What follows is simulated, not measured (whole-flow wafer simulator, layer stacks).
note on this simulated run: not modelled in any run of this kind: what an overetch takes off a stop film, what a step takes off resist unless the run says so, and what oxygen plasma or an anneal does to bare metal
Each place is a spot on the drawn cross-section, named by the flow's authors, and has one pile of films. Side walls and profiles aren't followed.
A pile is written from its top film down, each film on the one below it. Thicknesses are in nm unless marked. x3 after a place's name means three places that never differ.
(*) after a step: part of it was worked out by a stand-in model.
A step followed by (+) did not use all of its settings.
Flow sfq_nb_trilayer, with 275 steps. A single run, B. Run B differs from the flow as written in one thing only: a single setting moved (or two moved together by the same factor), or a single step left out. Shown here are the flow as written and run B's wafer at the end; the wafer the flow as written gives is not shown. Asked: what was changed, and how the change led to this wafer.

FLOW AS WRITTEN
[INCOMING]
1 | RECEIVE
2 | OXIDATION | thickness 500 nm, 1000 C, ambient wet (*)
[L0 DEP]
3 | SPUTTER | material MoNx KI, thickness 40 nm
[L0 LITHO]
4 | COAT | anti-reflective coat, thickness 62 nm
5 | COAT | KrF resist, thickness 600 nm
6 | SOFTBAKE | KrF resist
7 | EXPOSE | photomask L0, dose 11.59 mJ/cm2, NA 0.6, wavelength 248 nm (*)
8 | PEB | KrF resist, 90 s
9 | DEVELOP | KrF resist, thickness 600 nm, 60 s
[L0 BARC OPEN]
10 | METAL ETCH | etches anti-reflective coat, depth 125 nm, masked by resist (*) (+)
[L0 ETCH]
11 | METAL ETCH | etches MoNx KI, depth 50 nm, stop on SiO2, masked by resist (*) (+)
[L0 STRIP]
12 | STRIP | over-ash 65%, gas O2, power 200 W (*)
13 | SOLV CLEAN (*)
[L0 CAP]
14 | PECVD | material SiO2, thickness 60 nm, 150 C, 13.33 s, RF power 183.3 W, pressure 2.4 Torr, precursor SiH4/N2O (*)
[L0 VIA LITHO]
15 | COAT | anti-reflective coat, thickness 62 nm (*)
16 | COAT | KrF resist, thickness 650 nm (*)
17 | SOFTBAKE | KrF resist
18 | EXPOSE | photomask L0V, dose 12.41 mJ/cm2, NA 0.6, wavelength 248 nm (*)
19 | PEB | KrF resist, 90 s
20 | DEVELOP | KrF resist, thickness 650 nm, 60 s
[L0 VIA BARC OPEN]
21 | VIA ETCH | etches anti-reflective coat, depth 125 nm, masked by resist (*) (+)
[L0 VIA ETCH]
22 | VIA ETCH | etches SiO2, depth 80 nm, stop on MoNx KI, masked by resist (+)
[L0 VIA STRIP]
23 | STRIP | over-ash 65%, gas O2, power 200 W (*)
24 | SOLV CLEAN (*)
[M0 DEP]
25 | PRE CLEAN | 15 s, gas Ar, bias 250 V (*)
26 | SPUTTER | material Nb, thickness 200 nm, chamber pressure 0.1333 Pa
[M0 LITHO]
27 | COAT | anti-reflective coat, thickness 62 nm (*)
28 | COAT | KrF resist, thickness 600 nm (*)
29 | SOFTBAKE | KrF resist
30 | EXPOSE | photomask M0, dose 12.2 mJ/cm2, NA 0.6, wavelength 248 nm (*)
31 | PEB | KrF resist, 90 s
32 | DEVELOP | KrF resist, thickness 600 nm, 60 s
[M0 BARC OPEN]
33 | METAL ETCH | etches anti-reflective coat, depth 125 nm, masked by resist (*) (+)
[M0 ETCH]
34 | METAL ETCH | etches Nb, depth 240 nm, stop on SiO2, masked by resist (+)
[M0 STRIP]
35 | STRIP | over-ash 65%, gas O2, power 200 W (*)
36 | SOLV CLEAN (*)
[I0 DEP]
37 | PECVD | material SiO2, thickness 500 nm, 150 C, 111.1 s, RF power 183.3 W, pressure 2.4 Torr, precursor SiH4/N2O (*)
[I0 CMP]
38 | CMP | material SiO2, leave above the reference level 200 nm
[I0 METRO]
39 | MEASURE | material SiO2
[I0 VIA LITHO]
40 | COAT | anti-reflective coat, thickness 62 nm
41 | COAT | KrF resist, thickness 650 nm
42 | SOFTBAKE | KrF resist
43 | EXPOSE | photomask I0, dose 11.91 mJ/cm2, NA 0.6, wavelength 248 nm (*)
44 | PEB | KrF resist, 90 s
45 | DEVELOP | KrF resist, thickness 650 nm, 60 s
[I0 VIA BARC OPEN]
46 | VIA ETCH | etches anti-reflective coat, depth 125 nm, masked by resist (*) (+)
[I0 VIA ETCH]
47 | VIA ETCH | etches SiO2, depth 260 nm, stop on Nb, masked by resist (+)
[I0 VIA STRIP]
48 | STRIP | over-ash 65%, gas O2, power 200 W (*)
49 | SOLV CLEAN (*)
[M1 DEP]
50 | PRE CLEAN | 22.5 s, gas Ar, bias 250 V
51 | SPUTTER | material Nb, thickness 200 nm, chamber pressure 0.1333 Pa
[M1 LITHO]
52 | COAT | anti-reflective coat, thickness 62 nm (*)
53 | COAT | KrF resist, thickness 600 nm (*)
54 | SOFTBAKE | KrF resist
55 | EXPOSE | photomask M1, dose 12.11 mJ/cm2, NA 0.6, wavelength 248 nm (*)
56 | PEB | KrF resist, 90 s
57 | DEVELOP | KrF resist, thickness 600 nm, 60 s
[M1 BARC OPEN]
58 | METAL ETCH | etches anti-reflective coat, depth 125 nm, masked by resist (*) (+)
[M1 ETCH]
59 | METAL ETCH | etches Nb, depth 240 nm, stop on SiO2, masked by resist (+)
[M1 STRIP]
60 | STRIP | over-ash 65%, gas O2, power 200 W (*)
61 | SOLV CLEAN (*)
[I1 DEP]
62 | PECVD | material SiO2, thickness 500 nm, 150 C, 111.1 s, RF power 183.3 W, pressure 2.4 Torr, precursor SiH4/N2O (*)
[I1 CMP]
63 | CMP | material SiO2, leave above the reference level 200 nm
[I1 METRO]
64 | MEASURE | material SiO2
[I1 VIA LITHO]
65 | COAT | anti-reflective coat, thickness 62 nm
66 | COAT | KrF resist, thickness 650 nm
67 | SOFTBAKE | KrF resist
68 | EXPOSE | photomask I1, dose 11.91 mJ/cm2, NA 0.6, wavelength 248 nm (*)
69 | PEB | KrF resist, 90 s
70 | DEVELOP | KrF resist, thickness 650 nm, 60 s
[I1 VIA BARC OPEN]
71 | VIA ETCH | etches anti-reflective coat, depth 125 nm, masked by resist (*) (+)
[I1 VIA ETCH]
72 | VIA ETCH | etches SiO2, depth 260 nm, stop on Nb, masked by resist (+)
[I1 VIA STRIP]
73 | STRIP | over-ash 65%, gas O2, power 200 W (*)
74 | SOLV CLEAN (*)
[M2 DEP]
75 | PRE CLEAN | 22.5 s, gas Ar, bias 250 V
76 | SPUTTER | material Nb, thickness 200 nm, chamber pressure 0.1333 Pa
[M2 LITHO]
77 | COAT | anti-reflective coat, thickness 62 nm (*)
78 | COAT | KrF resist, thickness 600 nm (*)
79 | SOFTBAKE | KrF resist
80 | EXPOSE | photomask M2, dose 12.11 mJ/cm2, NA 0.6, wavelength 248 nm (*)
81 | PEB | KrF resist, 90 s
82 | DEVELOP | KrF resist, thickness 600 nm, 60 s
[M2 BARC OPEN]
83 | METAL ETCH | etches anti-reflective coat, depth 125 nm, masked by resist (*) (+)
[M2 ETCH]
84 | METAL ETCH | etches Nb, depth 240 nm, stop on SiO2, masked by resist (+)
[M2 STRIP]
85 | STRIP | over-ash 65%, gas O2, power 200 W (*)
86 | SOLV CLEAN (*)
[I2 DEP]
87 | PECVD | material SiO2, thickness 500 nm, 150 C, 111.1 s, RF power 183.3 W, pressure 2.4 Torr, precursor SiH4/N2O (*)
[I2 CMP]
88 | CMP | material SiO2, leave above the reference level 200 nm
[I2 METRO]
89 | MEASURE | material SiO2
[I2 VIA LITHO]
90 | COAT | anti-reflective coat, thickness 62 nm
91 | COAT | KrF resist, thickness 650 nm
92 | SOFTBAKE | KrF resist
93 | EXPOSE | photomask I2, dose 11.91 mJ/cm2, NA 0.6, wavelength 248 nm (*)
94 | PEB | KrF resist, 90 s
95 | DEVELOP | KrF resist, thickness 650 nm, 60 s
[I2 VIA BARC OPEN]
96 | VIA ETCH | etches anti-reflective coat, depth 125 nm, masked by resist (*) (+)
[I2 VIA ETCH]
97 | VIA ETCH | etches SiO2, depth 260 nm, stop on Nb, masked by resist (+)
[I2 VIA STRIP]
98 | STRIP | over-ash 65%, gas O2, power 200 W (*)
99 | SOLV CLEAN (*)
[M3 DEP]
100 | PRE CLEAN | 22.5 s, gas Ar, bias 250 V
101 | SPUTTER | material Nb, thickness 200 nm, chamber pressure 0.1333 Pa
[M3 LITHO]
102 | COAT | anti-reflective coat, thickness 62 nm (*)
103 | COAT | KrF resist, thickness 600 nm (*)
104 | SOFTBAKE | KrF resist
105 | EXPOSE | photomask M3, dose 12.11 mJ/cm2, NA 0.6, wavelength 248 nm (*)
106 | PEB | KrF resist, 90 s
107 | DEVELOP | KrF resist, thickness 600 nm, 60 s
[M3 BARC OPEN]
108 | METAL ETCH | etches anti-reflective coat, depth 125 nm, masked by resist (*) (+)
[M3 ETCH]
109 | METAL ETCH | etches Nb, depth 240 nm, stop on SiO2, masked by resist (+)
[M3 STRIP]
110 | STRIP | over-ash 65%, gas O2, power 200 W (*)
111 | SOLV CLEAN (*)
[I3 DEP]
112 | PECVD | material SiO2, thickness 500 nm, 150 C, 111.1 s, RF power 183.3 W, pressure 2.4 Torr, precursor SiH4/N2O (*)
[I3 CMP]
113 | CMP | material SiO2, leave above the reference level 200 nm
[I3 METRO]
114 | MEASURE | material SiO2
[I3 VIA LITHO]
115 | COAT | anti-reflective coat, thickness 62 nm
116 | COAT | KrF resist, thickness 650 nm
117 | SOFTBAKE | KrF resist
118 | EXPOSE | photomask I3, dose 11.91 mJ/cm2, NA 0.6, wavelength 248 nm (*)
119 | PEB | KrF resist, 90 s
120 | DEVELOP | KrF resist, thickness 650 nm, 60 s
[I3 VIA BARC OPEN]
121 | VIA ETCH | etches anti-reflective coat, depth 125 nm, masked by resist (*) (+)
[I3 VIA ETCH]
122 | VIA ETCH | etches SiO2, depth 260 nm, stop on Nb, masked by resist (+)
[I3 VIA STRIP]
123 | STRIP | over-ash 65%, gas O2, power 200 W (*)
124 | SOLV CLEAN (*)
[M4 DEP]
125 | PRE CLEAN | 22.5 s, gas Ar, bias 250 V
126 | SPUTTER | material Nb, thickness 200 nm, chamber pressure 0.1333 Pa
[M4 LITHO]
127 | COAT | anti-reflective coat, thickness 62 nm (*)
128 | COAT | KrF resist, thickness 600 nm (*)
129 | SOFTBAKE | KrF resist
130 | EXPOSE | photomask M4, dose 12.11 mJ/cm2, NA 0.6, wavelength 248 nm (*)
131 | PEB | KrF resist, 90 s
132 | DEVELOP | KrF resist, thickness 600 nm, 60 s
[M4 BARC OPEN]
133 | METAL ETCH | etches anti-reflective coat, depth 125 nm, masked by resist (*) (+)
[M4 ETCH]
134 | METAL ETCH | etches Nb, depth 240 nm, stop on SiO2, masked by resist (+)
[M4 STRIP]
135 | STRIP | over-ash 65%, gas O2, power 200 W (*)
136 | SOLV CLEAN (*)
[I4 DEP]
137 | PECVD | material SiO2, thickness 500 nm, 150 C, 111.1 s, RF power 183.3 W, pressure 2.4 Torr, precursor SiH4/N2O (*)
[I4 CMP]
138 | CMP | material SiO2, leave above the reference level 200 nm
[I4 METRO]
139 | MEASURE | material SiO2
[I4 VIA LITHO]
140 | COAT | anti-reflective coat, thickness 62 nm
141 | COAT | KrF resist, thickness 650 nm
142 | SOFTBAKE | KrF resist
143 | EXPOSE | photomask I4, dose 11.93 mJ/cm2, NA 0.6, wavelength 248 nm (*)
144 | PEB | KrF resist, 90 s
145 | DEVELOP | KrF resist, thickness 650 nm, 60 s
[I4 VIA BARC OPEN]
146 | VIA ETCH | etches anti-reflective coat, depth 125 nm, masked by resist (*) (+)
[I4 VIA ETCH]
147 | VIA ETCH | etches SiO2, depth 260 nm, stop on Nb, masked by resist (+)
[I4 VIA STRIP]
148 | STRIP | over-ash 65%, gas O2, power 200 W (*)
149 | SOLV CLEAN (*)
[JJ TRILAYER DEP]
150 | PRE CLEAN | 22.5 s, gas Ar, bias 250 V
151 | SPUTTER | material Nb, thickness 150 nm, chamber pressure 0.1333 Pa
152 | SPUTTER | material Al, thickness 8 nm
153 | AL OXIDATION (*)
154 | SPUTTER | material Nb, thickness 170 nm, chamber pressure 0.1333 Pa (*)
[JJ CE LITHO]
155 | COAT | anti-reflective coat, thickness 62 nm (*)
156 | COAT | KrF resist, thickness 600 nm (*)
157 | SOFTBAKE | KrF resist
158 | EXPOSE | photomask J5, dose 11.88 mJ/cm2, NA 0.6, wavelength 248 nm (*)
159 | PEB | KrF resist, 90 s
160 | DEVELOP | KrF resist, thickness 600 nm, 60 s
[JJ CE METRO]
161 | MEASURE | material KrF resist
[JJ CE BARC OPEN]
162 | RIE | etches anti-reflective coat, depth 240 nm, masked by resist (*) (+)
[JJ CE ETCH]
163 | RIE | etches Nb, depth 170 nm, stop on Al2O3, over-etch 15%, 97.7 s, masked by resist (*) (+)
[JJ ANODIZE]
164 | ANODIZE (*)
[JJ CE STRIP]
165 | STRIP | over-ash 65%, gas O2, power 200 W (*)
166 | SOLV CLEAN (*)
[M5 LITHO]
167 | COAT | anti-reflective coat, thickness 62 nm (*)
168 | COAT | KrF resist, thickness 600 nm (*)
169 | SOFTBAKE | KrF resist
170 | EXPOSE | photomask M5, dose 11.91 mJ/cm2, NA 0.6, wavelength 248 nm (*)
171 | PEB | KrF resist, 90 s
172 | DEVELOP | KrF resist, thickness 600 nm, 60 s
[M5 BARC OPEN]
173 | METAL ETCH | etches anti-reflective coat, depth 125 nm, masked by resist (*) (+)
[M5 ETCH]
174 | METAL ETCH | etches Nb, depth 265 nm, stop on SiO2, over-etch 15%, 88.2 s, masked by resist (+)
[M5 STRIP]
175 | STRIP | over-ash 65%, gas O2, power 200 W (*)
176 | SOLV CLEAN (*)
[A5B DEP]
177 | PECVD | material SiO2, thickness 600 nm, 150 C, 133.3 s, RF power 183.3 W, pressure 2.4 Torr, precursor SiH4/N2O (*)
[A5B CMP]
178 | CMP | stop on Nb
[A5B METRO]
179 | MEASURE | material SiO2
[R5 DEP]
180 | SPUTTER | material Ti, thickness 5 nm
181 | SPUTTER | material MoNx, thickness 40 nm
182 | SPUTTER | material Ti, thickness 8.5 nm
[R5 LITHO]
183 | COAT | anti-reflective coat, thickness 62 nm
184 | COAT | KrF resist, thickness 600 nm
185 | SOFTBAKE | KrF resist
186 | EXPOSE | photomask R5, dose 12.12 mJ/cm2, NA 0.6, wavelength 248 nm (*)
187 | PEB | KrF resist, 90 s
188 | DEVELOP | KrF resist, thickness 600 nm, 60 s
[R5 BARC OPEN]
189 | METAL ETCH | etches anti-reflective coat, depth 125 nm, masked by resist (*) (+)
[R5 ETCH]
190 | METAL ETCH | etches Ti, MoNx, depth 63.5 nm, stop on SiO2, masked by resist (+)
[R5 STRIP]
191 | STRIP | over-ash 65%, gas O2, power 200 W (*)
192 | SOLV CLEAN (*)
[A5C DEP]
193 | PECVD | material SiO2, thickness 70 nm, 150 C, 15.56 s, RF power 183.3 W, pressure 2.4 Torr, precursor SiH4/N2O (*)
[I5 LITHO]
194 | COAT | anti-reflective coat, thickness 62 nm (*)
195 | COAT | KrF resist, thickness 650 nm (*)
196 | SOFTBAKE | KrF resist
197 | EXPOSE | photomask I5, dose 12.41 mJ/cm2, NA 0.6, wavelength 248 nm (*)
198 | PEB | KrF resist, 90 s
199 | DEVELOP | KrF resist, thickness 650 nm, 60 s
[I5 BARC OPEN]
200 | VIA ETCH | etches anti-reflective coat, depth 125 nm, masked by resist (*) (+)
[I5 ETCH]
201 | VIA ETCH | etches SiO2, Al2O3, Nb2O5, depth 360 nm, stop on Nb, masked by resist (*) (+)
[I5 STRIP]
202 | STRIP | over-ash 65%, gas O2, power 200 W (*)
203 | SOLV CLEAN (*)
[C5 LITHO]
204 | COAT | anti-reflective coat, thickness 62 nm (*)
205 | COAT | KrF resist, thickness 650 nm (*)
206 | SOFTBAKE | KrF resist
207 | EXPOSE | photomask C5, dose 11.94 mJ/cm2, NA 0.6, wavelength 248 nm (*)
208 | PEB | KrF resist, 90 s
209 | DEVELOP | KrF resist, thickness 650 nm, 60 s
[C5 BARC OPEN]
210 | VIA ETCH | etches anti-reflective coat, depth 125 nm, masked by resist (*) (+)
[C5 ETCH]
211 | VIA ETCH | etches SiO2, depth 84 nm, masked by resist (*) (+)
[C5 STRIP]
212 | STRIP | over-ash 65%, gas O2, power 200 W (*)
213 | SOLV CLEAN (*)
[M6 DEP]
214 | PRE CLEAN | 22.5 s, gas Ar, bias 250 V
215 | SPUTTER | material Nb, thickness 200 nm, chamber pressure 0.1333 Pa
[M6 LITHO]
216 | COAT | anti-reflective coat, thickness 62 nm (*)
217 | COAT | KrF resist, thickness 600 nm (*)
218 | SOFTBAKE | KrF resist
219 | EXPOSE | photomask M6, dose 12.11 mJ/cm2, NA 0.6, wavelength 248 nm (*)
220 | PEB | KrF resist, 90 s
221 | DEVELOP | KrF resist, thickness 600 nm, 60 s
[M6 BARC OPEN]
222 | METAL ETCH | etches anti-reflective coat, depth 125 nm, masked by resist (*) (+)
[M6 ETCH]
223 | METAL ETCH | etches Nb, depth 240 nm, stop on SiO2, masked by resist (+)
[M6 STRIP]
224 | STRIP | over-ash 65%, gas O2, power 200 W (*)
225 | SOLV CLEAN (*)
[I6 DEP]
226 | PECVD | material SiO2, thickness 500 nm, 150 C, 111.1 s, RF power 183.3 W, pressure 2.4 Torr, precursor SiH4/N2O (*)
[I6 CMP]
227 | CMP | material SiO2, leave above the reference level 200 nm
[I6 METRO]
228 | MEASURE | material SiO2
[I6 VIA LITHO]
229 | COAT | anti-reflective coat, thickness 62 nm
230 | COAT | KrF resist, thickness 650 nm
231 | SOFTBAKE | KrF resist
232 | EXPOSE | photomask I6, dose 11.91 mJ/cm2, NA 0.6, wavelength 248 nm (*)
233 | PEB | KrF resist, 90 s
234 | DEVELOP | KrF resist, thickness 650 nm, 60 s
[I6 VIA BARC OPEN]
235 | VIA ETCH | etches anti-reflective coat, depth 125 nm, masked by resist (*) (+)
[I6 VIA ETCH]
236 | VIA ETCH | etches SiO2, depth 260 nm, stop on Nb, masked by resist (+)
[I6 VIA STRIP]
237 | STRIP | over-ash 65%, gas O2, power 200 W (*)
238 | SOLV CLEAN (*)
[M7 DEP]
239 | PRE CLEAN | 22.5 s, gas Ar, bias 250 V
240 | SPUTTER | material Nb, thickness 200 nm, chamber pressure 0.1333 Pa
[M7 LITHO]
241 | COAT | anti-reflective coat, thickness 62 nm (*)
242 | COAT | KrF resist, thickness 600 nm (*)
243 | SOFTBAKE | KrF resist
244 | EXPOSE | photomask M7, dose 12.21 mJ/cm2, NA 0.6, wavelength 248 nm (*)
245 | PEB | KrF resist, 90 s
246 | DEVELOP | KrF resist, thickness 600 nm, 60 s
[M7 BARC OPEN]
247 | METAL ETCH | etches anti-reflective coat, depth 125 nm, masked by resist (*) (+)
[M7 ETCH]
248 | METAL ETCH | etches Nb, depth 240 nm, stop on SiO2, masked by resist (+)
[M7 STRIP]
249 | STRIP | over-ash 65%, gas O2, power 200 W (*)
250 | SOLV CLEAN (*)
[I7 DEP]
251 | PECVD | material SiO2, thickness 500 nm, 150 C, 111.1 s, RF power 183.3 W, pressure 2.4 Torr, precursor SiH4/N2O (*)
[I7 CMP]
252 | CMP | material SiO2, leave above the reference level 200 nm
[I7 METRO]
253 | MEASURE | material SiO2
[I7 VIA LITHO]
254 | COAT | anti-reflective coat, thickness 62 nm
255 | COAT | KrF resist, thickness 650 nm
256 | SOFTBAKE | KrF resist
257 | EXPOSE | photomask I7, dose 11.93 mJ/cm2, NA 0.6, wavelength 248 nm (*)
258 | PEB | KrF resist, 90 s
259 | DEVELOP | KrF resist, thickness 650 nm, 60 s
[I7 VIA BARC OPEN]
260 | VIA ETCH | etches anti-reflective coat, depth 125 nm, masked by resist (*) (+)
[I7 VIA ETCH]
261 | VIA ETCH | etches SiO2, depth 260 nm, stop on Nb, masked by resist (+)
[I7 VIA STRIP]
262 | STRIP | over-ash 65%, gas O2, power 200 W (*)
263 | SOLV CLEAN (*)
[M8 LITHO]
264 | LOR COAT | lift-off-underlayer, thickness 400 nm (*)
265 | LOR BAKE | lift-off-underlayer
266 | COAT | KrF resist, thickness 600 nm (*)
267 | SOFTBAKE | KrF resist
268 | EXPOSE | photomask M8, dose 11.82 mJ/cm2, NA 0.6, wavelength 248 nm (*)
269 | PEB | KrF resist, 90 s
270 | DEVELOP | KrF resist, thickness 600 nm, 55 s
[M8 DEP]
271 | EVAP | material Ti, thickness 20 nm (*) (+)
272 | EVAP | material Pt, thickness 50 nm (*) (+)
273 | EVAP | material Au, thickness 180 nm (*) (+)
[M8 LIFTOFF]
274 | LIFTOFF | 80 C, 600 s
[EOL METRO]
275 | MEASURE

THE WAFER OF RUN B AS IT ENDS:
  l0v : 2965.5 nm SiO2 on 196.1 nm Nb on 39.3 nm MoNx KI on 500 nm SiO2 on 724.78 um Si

The reason: step 20, DEVELOP: 42 s was run, though the flow has 60 s; step 22, VIA ETCH: depth 56 nm was run, where the flow has depth 80 nm.

Step by step, how the change led to this:
  20 | DEVELOP | KrF resist, thickness 650 nm, 60 s
      field_l, v_sur, via_wl and 102 more: KrF resist loses 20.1 (as written it would have been: KrF resist loses 23.5)
  22 | VIA ETCH | etches SiO2, depth 80 nm, stop on MoNx KI, masked by resist (+)
      l0v: SiO2 loses 56 (as written it would have been: SiO2 loses 59.8 (all of it))
      field_l, v_sur, via_wl and 102 more: KrF resist loses 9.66 (as written it would have been: KrF resist loses 13.8)
  25 | PRE CLEAN | 15 s, gas Ar, bias 250 V (*)
      l0v: SiO2 loses 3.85 (all of it), MoNx KI loses 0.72 (as written it would have been: MoNx KI loses 2.91)
